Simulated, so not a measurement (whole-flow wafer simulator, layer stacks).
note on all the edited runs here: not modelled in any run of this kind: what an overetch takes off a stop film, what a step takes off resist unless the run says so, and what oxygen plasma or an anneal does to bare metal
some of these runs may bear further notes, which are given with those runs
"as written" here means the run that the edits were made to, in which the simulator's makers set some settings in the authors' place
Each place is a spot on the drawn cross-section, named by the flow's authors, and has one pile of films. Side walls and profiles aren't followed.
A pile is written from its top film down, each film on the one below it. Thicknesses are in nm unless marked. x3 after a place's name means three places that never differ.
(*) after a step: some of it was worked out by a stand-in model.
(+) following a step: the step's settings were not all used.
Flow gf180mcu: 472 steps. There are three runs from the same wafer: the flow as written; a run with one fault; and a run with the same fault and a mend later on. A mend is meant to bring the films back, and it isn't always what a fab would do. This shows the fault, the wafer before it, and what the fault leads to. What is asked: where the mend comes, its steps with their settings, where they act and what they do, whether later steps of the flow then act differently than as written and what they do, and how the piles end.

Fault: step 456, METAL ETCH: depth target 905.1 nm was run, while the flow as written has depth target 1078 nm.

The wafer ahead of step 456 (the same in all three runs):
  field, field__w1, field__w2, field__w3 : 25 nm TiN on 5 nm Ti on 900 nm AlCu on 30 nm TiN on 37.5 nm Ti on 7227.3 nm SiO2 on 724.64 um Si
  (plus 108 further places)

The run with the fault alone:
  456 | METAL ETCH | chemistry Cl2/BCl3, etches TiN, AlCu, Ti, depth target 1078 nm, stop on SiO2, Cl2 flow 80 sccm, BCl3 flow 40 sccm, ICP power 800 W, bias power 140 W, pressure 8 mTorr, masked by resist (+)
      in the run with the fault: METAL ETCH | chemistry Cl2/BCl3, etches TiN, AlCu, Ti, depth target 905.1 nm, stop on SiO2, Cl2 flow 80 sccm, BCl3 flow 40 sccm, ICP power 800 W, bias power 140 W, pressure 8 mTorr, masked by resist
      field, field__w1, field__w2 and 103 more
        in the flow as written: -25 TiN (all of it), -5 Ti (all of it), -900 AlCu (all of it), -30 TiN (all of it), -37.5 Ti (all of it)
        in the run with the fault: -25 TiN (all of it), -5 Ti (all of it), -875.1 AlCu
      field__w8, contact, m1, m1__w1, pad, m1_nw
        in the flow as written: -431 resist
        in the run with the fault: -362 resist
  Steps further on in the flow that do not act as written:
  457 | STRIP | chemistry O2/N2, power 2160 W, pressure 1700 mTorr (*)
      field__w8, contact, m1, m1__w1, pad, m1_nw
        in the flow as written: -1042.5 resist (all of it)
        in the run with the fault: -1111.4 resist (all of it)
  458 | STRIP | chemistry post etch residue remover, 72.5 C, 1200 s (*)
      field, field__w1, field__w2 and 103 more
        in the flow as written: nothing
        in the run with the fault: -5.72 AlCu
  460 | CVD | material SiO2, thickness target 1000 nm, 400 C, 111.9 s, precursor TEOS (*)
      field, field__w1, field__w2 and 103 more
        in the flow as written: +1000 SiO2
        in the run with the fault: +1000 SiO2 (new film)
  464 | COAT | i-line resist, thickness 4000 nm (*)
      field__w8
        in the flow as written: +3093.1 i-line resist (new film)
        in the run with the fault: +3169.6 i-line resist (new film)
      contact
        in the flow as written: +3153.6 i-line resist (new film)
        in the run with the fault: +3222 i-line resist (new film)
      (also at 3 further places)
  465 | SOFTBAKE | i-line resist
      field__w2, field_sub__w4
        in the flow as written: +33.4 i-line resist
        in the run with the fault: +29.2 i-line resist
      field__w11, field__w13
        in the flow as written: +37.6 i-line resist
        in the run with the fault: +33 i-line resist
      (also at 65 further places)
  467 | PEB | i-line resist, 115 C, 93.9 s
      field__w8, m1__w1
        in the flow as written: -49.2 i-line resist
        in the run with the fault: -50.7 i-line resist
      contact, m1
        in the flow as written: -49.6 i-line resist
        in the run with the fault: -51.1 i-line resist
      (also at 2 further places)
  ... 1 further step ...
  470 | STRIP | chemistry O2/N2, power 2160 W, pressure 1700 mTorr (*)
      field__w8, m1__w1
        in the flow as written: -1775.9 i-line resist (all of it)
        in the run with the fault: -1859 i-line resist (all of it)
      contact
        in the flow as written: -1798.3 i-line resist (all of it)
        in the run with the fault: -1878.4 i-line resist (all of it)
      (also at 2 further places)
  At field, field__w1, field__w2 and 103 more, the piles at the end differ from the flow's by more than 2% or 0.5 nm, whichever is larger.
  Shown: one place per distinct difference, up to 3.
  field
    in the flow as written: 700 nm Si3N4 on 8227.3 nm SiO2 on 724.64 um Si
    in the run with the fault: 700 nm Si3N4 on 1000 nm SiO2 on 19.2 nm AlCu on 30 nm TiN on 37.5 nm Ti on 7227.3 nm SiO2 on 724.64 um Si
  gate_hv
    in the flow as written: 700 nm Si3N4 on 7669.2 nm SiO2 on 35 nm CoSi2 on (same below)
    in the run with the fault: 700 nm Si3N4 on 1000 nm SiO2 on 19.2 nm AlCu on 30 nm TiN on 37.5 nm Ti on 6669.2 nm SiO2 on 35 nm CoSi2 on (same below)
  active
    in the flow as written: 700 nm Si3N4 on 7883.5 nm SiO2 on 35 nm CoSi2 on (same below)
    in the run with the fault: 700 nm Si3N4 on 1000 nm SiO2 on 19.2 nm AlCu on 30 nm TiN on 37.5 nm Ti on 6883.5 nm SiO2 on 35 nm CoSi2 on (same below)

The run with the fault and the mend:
  The mend stands after step 458.
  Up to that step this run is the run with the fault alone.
  458a | DEHYDRATE | 200 C, 60 s (the flow's step 449, run once more)
      does not change any film at any place that is followed
  458b | HMDS | 120 C, 60 s (the flow's step 450, run once more)
      does not change any film at any place that is followed
  458c | COAT | resist, thickness 1500 nm (*) (the flow's step 451, run once more)
      iso_ptap_pw, iso_ntap_nw, iso_nw_fld and 33 more
        +1500 resist (new film)
      p_well, sti, spacer, sd_n, mim_1p0, dice_street
        +1504.3 resist (new film)
      field__w11, field__w13, active_hv, ppoly_u
        +1512.5 resist (new film)
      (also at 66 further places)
  458d | SOFTBAKE | resist (the flow's step 452, run once more)
      gate_p_hv, nw_enc_fld, nw_enc_fld__w1
        -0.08 resist
      field
        -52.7 resist
      field__w1
        +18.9 resist
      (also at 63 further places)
  458e | EXPOSE | photomask MetalTop (the flow's step 453, run once more)
      does not change any film at any place that is followed
  458f | PEB | resist, 70.3 s (the flow's step 454, run once more)
      field__w2, field__w3, field__w5 and 41 more
        -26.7 resist
      iso_ptap_pw, iso_ntap_nw, iso_nw_fld and 33 more
        -26.5 resist
      p_well, sti, spacer, sd_n, mim_1p0, dice_street
        -26.6 resist
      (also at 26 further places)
  458g | DEVELOP | thickness 1500 nm, 60 s (the flow's step 455, run once more)
      iso_ptap_pw, iso_ntap_nw, iso_nw_fld and 33 more
        -1473.5 resist (all of it)
      p_well, sti, spacer, sd_n, mim_1p0, dice_street
        -1477.7 resist (all of it)
      field__w5, field__w9, nplus_u, npoly_u
        -1485.1 resist (all of it)
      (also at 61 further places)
  458h | METAL ETCH | chemistry Cl2/BCl3, etches TiN, AlCu, Ti, depth target 172.4 nm, stop on SiO2, Cl2 flow 80 sccm, BCl3 flow 40 sccm, ICP power 800 W, bias power 140 W, pressure 8 mTorr, masked by resist (+) (the flow's step 456, run once more with other settings)
      field, field__w1, field__w2 and 103 more
        -19.2 AlCu (all of it), -30 TiN (all of it), -37.5 Ti (all of it)
      field__w8, contact, m1, m1__w1, pad, m1_nw
        -52 resist
  458i | STRIP | chemistry O2/N2, power 2160 W, pressure 1700 mTorr (*) (the flow's step 457, run once more)
      field__w8
        -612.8 resist (all of it)
      contact
        -609.9 resist (all of it)
      m1
        -610.4 resist (all of it)
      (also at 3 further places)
  458j | STRIP | chemistry post etch residue remover, 72.5 C, 1200 s (*) (the flow's step 458, run once more)
      field__w8, contact, m1, m1__w1, pad, m1_nw
        -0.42 TiN
  Every later step of the flow that is run acts as written, at every place that is followed, to within 2% or 0.5 nm, whichever is larger.
  At the end the piles are close to the flow's at the places that both follow, differing by at most 2% or 0.5 nm, whichever is larger.
